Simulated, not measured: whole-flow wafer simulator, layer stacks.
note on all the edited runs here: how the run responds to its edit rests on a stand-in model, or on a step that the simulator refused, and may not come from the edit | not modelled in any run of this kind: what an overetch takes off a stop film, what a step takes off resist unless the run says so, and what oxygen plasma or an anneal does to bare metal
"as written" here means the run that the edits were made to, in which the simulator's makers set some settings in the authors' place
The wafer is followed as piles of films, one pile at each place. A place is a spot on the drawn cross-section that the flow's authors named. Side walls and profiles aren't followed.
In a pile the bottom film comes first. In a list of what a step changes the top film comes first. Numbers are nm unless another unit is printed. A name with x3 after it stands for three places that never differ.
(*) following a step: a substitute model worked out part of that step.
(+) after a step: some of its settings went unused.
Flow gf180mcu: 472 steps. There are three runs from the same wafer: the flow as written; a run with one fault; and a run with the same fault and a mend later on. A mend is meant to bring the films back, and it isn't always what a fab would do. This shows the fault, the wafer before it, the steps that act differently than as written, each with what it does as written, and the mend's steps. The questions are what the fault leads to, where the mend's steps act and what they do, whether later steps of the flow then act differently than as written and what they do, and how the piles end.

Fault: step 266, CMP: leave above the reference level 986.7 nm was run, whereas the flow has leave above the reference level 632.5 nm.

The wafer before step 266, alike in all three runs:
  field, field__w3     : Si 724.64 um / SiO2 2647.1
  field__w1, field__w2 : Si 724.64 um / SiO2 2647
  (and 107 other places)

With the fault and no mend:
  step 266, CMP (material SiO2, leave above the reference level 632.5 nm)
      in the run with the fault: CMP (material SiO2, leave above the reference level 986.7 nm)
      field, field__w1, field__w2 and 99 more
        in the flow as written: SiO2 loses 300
        in the run with the fault: nothing
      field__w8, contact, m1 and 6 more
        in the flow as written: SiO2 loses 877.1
        in the run with the fault: SiO2 loses 522.9
  Later steps of the flow acting differently than as written (5 more steps, not shown, differ only slightly: by at most 2% or 0.5 nm, whichever is larger):
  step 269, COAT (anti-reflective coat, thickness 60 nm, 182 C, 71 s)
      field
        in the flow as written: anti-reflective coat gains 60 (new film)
        in the run with the fault: anti-reflective coat gains 81.7 (new film)
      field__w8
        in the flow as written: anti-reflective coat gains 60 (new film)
        in the run with the fault: anti-reflective coat gains 30.4 (new film)
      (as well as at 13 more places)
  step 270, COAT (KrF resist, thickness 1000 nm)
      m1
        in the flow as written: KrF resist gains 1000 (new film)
        in the run with the fault: KrF resist gains 979.3 (new film)
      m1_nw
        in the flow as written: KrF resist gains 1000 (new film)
        in the run with the fault: KrF resist gains 977.5 (new film)
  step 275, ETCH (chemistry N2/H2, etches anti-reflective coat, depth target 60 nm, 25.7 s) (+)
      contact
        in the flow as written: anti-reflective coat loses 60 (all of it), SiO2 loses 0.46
        in the run with the fault: anti-reflective coat loses 33.2 (all of it), SiO2 loses 1.15
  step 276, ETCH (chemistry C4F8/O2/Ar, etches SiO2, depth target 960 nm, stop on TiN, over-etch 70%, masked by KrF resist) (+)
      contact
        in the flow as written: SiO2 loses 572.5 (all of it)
        in the run with the fault: SiO2 loses 926 (all of it)
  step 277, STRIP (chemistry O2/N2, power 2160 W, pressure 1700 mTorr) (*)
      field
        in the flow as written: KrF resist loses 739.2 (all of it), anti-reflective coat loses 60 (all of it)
        in the run with the fault: KrF resist loses 728.9 (all of it), anti-reflective coat loses 81.7 (all of it)
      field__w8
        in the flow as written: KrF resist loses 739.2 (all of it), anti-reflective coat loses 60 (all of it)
        in the run with the fault: KrF resist loses 733.5 (all of it), anti-reflective coat loses 30.4 (all of it)
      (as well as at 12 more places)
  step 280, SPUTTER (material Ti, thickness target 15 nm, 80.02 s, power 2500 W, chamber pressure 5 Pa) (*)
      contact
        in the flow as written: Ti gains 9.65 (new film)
        in the run with the fault: Ti gains 8.11 (new film)
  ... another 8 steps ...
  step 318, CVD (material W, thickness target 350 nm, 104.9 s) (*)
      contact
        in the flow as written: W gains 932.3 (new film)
        in the run with the fault: W gains 984.7 (new film)
  By the end, the piles at field, field__w1, field__w2 and 109 more depart from the flow's by more than 2% or 0.5 nm, whichever is larger.
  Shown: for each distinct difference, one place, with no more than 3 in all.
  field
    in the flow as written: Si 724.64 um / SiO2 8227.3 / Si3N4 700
    in the run with the fault: Si 724.64 um / SiO2 8579.4 / Si3N4 700
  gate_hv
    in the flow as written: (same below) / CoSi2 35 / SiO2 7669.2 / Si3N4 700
    in the run with the fault: (same below) / CoSi2 35 / SiO2 8021.3 / Si3N4 700
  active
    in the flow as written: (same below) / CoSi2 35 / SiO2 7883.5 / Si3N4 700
    in the run with the fault: (same below) / CoSi2 35 / SiO2 8235.7 / Si3N4 700

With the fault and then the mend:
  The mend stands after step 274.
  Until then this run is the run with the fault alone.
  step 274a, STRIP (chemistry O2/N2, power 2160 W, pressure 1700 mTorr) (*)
      iso_ptap_pw, iso_ntap_nw, iso_nw_fld and 33 more
        KrF resist loses 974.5 (all of it), anti-reflective coat loses 60 (all of it)
      field__w7, field__w11, field__w12 and 7 more
        KrF resist loses 975.1 (all of it), anti-reflective coat loses 60.2 (all of it)
      field_sub, field_sub__w1, field_sub__w3 and 7 more
        KrF resist loses 975 (all of it), anti-reflective coat loses 60.2 (all of it)
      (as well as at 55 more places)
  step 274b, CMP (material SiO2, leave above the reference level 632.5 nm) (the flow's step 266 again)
      field, field__w1, field__w2 and 99 more
        SiO2 loses 300
      field__w8, contact, m1 and 6 more
        SiO2 loses 354.2
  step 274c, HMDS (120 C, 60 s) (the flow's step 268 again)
      leaves every film unchanged at each place that is followed
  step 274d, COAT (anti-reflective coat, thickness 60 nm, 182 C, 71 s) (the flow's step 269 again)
      field, field__w1, field__w2 and 108 more
        anti-reflective coat gains 60 (new film)
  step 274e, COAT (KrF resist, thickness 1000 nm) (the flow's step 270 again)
      field, field__w1, field__w2 and 108 more
        KrF resist gains 1000 (new film)
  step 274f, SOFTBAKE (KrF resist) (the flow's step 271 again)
      leaves every film unchanged at each place that is followed
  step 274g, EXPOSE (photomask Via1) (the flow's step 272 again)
      leaves every film unchanged at each place that is followed
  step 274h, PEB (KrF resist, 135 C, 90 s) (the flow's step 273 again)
      field, field__w1, field__w2 and 108 more
        KrF resist loses 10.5
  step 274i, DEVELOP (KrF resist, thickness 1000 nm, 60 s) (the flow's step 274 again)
      field, field__w1, field__w2 and 107 more
        KrF resist loses 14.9
      contact
        KrF resist loses 989.5 (all of it)
  Later steps of the flow that are run all act as written at every place that is followed.
  The piles end the same as the flow's at every place that both follow.
